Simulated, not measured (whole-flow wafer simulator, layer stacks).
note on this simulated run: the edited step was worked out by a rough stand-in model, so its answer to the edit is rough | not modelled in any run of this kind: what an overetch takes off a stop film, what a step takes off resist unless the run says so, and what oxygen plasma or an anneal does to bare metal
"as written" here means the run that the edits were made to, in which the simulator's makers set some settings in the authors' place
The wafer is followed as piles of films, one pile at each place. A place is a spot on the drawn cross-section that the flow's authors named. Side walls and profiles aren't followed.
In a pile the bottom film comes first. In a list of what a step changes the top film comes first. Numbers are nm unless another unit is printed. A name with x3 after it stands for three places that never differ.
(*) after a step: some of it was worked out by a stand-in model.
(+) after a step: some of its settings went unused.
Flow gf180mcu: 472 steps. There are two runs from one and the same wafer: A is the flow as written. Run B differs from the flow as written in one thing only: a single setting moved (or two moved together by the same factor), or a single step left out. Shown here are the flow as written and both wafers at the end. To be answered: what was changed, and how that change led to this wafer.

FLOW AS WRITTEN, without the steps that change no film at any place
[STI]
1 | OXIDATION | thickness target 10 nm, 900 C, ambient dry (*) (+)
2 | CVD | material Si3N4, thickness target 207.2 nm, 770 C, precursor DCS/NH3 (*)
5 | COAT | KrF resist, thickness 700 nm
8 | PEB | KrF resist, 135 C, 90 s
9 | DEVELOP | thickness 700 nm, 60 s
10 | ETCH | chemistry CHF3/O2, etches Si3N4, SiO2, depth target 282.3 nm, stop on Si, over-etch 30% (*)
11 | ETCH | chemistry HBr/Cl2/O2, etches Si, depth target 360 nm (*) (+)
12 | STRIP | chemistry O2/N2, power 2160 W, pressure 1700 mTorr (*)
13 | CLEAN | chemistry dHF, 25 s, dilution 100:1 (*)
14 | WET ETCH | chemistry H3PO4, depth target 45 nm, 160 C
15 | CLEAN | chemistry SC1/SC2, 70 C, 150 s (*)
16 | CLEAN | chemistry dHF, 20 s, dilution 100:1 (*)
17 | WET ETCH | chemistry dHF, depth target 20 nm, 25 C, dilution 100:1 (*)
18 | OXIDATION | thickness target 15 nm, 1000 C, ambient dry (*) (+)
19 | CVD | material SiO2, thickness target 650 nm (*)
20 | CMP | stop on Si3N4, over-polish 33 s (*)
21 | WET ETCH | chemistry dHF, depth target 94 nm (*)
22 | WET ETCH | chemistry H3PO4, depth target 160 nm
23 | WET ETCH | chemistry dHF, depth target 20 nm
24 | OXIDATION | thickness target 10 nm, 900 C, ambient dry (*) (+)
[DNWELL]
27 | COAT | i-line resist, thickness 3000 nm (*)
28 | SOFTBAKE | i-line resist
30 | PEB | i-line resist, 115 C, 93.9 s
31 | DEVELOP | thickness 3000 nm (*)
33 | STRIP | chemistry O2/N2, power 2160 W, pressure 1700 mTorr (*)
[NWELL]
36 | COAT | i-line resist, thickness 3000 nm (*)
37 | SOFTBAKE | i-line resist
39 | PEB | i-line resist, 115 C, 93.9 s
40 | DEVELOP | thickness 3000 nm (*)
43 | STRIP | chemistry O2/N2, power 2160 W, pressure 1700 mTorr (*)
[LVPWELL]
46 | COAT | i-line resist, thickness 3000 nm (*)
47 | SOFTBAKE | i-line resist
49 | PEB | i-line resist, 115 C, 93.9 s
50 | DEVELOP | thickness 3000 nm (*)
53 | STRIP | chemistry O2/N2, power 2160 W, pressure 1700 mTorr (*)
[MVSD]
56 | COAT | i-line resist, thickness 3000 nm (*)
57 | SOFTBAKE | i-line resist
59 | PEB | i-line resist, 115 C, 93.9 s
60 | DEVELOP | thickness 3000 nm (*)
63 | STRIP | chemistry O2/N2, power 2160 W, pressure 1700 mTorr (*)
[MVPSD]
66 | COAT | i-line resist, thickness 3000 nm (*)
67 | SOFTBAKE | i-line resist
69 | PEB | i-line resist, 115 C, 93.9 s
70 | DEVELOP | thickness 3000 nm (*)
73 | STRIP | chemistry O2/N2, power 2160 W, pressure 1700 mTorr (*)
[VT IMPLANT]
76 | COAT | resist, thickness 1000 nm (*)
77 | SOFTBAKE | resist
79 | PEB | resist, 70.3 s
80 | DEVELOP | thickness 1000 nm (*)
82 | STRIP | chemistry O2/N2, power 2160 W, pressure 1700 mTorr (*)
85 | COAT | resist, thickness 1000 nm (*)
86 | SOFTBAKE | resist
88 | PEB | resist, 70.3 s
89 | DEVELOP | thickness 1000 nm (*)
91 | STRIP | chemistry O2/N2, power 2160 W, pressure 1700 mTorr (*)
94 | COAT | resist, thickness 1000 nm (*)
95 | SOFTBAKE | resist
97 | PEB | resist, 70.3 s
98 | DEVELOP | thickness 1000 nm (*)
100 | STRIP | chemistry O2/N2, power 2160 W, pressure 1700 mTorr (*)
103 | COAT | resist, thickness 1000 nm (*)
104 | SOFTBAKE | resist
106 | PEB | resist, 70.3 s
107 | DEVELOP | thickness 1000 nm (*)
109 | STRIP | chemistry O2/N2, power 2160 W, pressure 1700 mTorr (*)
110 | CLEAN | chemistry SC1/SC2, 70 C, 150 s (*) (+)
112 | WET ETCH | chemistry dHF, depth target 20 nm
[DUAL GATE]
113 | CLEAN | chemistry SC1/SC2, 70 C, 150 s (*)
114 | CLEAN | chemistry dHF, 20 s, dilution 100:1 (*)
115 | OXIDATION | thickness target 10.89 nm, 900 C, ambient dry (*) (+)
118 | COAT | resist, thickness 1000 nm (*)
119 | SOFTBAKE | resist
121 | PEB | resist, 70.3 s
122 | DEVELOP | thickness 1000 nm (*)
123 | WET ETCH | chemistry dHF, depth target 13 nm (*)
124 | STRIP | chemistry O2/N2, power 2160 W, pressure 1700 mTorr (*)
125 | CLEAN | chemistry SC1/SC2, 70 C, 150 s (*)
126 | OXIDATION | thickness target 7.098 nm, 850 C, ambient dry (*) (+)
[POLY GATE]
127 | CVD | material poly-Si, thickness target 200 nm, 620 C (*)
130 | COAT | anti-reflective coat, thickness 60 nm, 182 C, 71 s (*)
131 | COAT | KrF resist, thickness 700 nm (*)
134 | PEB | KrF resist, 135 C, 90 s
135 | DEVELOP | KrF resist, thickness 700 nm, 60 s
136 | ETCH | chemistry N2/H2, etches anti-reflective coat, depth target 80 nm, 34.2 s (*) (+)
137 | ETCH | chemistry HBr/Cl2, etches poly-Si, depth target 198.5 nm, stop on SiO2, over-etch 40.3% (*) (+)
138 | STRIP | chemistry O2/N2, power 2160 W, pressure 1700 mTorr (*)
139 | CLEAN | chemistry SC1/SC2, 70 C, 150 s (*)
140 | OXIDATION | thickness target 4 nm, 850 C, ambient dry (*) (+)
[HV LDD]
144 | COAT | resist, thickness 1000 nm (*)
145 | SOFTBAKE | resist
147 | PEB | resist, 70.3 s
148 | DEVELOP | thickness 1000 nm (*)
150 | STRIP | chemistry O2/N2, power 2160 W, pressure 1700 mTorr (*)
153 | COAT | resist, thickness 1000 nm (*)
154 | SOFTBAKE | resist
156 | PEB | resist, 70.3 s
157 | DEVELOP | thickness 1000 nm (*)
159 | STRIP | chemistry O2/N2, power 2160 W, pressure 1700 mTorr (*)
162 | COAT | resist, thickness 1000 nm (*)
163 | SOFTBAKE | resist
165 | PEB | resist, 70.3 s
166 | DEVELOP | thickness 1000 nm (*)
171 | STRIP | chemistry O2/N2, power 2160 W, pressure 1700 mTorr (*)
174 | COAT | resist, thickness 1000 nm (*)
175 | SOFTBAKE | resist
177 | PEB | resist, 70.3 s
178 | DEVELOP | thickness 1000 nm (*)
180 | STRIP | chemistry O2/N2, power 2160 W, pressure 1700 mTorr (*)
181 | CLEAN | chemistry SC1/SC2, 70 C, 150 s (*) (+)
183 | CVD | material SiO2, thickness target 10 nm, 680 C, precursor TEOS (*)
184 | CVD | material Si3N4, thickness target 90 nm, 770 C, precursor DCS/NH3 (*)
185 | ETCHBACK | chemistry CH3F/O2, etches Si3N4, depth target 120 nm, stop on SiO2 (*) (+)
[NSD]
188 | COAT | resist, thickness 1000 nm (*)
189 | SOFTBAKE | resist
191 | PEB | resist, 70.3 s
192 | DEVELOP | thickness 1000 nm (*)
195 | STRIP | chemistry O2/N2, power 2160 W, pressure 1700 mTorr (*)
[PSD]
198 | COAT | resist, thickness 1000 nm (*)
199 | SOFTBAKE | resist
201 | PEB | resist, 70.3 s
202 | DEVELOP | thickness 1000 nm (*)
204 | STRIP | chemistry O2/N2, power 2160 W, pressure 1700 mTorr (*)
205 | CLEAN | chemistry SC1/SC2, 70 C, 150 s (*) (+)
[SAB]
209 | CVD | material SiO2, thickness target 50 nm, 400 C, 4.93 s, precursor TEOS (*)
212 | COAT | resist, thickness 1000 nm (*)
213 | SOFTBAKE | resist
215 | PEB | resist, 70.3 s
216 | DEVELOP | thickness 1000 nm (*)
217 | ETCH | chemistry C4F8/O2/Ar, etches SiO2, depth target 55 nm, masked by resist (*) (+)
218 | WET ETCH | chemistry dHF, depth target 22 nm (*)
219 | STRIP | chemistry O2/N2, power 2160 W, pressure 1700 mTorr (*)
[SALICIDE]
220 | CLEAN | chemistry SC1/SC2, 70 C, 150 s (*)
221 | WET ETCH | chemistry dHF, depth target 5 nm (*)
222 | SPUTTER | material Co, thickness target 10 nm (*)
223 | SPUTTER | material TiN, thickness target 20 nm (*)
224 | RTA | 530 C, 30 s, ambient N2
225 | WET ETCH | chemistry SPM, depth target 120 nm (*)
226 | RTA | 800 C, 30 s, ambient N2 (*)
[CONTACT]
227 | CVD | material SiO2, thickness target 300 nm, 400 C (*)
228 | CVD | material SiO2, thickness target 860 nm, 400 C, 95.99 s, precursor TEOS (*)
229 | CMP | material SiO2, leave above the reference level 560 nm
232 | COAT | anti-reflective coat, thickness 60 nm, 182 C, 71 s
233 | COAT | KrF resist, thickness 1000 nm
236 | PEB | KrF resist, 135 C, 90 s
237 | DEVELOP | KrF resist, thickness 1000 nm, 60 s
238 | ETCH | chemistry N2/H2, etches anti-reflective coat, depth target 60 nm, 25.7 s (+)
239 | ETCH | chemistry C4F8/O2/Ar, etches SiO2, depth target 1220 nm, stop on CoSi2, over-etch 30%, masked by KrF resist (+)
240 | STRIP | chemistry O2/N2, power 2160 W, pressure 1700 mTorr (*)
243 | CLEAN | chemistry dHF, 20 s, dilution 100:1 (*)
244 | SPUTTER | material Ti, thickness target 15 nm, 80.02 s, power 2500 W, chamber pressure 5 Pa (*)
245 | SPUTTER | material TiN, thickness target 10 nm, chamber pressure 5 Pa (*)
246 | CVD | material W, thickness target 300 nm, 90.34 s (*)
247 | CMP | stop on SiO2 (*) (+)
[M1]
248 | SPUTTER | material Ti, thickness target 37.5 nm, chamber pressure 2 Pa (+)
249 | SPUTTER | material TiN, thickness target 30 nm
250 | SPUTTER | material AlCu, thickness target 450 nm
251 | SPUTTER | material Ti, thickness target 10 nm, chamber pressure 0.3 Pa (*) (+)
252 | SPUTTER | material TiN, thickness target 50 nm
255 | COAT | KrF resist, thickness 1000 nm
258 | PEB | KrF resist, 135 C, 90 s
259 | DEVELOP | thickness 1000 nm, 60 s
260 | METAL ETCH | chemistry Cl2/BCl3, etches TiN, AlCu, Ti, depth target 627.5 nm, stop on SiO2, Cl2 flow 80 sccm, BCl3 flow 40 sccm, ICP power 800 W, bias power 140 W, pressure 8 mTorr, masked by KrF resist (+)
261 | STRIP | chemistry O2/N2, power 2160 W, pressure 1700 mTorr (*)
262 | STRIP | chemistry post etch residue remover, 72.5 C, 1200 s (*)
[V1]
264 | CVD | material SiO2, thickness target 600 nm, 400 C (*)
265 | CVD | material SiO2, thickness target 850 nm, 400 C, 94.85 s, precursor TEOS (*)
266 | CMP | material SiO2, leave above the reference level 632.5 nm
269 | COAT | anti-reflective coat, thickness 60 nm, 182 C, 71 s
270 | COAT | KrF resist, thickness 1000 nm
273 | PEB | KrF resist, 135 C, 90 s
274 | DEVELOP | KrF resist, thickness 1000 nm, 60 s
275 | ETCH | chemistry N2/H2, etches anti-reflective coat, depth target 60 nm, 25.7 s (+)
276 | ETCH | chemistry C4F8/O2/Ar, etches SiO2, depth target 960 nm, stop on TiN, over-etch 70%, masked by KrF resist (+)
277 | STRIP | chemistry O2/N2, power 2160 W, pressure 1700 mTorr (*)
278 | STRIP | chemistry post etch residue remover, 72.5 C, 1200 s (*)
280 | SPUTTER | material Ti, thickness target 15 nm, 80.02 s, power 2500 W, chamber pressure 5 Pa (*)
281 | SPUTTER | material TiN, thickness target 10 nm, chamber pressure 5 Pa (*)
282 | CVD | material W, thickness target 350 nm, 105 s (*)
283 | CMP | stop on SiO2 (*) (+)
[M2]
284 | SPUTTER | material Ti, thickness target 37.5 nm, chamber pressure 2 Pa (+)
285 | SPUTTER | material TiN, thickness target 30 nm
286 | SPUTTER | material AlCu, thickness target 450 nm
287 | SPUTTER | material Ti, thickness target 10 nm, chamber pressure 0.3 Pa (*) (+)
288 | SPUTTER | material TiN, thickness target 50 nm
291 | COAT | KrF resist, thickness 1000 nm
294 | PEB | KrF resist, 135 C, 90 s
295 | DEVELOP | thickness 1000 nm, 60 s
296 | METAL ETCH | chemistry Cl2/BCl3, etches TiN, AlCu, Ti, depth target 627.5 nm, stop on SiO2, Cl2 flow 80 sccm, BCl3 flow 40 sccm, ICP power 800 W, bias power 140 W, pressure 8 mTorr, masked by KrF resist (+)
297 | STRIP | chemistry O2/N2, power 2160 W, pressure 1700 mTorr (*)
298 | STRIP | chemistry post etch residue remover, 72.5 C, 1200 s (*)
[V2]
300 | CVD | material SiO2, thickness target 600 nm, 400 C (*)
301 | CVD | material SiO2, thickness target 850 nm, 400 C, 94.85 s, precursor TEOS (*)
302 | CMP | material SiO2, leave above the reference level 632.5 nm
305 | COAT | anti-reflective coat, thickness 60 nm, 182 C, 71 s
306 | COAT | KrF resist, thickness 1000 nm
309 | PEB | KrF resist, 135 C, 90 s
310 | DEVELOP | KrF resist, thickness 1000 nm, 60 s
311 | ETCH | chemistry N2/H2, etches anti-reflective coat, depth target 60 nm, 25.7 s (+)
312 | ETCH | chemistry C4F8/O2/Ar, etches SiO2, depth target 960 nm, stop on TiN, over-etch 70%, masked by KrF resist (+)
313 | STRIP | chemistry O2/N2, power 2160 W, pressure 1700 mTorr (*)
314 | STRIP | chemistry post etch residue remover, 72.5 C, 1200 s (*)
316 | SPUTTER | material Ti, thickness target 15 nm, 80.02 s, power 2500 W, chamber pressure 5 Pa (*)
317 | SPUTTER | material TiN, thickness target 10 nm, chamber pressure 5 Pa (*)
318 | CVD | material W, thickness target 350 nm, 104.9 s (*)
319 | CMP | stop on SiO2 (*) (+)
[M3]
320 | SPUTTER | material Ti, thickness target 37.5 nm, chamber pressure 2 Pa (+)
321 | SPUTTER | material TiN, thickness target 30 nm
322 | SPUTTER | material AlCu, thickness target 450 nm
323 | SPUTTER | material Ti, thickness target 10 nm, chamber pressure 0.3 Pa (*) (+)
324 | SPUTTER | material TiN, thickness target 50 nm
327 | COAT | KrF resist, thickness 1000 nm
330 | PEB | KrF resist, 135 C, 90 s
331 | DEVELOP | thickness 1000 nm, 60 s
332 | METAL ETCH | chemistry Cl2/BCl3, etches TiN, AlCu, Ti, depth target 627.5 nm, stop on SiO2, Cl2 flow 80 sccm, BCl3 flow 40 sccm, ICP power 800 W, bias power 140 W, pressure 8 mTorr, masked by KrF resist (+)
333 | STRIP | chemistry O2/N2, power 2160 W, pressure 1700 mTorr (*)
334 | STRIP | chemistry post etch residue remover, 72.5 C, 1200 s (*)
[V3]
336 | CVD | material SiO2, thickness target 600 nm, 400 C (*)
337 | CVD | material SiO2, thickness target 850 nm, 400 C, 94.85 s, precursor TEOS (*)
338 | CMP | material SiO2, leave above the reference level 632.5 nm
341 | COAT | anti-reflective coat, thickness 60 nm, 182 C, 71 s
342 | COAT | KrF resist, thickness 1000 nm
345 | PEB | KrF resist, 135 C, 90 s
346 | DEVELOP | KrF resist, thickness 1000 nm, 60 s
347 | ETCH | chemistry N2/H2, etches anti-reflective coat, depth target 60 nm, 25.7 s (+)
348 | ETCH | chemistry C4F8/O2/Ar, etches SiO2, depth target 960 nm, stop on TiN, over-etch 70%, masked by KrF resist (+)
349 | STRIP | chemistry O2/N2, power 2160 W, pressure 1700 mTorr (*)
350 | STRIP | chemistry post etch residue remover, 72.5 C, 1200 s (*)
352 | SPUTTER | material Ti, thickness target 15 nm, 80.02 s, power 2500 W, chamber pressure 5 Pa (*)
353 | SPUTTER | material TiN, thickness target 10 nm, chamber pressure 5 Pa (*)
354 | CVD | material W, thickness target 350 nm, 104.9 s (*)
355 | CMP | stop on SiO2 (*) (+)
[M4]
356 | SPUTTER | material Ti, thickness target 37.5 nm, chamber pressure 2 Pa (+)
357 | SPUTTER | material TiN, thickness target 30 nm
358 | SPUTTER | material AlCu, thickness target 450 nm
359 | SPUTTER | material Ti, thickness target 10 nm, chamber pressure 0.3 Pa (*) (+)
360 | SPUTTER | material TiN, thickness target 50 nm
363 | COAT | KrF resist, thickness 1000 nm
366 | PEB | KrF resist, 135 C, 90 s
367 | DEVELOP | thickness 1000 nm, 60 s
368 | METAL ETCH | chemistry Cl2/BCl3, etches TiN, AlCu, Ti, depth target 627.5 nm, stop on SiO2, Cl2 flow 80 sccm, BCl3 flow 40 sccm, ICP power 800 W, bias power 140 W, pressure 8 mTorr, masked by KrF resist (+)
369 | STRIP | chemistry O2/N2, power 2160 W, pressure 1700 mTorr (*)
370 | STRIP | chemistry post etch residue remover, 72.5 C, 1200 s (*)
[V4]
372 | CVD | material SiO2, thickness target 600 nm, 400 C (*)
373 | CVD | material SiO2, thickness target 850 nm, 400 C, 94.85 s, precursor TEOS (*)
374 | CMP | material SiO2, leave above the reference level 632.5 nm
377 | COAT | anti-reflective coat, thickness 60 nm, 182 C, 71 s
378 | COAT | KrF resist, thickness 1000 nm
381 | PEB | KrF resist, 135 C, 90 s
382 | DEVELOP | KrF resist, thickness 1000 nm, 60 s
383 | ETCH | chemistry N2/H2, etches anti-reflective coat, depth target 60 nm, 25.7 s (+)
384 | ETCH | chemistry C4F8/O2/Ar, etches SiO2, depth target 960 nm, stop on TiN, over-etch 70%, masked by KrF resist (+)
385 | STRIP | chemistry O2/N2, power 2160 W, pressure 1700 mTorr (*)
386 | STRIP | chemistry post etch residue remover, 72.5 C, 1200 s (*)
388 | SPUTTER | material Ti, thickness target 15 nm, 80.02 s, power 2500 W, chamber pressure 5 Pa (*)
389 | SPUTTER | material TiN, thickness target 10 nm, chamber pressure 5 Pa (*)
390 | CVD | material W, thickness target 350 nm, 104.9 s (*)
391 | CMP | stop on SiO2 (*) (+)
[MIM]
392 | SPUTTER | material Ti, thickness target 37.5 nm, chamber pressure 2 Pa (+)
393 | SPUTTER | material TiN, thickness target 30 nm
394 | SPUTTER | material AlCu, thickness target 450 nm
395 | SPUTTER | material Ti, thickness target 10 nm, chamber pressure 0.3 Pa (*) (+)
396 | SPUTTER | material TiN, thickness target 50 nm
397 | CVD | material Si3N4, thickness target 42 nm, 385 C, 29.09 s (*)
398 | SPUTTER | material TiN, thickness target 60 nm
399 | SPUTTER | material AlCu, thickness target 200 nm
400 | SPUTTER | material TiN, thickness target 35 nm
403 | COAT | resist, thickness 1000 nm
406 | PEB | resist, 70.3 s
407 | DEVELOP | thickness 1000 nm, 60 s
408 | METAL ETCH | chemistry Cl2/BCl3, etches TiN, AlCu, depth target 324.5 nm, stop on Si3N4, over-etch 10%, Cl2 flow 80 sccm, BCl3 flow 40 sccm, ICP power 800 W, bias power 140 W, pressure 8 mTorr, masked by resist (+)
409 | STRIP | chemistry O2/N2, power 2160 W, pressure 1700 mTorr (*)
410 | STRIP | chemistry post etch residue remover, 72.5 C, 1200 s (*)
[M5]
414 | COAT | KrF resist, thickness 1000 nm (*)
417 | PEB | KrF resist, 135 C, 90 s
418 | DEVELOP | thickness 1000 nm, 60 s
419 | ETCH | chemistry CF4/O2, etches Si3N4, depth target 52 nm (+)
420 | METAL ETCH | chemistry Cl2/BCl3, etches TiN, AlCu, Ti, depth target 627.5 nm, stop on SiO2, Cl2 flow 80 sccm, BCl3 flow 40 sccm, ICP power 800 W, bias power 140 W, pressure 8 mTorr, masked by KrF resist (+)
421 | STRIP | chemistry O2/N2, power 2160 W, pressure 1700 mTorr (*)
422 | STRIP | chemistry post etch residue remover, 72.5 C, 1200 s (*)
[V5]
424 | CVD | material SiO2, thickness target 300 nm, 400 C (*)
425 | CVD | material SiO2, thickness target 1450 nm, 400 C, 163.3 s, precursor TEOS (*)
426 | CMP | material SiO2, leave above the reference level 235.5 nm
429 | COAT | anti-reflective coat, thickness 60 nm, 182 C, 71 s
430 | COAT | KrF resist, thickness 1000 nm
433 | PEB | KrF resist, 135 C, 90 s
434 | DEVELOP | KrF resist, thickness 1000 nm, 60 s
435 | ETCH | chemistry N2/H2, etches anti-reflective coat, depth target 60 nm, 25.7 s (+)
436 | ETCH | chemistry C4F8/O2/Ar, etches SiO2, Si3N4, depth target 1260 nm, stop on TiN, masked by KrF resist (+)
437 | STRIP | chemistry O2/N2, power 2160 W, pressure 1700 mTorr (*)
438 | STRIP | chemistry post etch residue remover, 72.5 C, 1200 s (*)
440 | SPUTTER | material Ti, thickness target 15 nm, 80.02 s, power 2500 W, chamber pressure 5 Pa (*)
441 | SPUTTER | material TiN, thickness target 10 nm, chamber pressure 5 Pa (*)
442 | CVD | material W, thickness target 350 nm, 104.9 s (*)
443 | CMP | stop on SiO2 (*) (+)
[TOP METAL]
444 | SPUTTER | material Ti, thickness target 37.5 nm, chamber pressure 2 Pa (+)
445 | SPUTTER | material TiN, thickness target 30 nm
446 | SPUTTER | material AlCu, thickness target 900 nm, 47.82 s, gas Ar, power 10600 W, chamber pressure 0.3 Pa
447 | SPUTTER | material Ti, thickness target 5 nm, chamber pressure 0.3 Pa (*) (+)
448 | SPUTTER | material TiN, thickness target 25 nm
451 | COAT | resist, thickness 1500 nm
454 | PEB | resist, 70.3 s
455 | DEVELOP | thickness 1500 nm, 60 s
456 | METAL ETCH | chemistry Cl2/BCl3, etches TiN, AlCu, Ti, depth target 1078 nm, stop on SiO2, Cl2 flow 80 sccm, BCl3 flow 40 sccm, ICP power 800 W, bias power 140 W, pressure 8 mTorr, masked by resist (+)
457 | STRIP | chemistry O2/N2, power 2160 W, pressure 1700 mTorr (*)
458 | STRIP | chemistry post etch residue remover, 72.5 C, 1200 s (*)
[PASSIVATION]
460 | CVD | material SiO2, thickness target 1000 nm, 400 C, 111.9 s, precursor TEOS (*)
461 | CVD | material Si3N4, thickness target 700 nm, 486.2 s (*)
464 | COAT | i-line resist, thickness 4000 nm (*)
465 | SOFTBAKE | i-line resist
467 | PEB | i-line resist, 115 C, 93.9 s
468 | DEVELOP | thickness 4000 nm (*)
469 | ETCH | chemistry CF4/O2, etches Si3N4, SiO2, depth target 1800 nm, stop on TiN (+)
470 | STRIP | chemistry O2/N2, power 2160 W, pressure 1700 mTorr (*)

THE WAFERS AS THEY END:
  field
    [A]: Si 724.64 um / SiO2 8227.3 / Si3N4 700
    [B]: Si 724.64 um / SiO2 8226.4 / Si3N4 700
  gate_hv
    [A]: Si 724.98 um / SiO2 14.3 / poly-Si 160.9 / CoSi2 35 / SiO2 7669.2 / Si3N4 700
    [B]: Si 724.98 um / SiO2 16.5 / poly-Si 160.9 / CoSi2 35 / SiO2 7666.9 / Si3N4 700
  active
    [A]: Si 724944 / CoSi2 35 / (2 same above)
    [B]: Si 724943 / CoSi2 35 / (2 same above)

The reason: step 126, OXIDATION: thickness target 9.653 nm was run, though the flow has thickness target 7.098 nm.

The path from the change to this, step by step:
  126 | OXIDATION | thickness target 7.098 nm, 850 C, ambient dry (*) (+)
      gate_hv, active_hv, active_nat and 25 more: A SiO2 gains 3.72, Si loses 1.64 | B SiO2 gains 5.91, Si loses 2.6
      active, n_well, p_well and 12 more: A SiO2 gains 7.1 (new film), chemical SiO2 loses 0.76 (all of it), Si loses 2.79 | B SiO2 gains 9.65 (new film), chemical SiO2 loses 0.76 (all of it), Si loses 3.91
  189 | SOFTBAKE | resist
      nw_enc_fld_lv__w3: A resist gains 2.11 | B resist loses 1.6
  199 | SOFTBAKE | resist
      nw_enc_fld_lv__w3: A resist gains 2.11 | B resist loses 1.6
  218 | WET ETCH | chemistry dHF, depth target 22 nm (*)
      active, p_well, sd_n, iso_ptap_pw, iso_ntap_nw, iso_ptap_sub, vpnp_e: A SiO2 loses 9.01 (all of it) | B SiO2 loses 11.4 (all of it)
      ldn_tap, ldn_src, ldn_drn, ldp_tap, ldp_src, ldp_drn, ldp_gr: A SiO2 loses 16 (all of it) | B SiO2 loses 18.1 (all of it)
      (and at 9 other places as well)
